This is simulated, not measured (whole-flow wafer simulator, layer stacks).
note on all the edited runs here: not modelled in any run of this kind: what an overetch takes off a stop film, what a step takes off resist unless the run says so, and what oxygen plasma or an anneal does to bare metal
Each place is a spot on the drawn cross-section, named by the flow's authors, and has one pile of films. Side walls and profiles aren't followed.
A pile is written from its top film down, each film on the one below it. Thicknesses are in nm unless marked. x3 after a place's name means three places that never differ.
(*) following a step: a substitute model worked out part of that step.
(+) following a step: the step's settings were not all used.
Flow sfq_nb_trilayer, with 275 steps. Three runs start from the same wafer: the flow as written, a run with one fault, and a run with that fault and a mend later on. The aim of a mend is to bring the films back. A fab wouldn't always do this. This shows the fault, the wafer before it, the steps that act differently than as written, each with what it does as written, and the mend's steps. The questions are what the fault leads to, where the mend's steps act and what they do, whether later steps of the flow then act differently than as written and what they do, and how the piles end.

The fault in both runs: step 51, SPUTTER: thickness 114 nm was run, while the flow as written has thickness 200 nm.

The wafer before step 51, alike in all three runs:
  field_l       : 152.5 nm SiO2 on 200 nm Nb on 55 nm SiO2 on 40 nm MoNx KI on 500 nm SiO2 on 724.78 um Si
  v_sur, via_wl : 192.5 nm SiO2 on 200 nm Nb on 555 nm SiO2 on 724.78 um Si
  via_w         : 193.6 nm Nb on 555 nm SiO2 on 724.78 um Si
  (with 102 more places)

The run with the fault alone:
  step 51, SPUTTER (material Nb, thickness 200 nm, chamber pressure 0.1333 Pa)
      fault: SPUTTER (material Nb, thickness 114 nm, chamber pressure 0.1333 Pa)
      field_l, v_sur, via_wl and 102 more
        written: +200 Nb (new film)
        fault: +114 Nb (new film)
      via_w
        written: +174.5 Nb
        fault: +100.3 Nb
  Later steps of the flow acting differently than as written (3 more steps, not shown, differ only slightly: by at most 2% or 0.5 nm, whichever is larger):
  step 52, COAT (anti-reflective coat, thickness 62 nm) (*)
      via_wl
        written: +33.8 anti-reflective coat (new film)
        fault: +33.1 anti-reflective coat (new film)
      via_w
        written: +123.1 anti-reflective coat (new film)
        fault: +119.3 anti-reflective coat (new film)
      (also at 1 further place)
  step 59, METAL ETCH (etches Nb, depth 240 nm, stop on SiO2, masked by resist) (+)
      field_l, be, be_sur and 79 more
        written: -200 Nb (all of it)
        fault: -114 Nb (all of it)
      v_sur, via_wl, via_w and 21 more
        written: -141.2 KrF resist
        fault: -100.6 KrF resist
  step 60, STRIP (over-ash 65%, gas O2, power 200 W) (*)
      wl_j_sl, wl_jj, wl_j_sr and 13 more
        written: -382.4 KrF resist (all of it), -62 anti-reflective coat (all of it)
        fault: -423 KrF resist (all of it), -62 anti-reflective coat (all of it)
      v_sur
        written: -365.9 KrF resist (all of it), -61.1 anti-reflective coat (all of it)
        fault: -407.1 KrF resist (all of it), -60.9 anti-reflective coat (all of it)
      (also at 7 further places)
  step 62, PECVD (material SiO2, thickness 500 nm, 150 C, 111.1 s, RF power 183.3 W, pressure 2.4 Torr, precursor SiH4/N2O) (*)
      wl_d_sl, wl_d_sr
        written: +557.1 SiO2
        fault: +500 SiO2
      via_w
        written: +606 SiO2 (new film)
        fault: +584.9 SiO2 (new film)
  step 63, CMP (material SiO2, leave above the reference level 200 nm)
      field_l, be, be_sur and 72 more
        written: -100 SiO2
        fault: -186 SiO2
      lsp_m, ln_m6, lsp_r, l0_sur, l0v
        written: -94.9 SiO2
        fault: -186 SiO2
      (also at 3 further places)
  The piles end different from the flow's at field_l, v_sur, via_wl and 103 more by more than 2% or 0.5 nm, whichever is larger.
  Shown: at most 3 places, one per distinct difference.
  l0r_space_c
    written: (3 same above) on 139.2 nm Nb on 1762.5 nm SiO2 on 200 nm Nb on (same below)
    fault: (3 same above) on 139.2 nm Nb on 1676.5 nm SiO2 on 200 nm Nb on (same below)
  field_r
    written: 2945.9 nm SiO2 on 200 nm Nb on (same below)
    fault: 2859.9 nm SiO2 on 200 nm Nb on (same below)
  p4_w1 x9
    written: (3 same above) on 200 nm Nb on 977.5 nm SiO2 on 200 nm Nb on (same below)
    fault: (3 same above) on 200 nm Nb on 891.5 nm SiO2 on 200 nm Nb on (same below)

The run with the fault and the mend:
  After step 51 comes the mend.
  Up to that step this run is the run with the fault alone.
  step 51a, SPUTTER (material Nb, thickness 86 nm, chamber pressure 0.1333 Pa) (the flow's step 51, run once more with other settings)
      field_l, v_sur, via_wl and 102 more
        +86 Nb
      via_w
        +70 Nb
  None of the later steps of the flow differs from how it acts as written, at any place that is followed, by more than 2% or 0.5 nm, whichever is larger.
  At the end the piles are close to the flow's at the places that both follow, differing by at most 2% or 0.5 nm, whichever is larger.
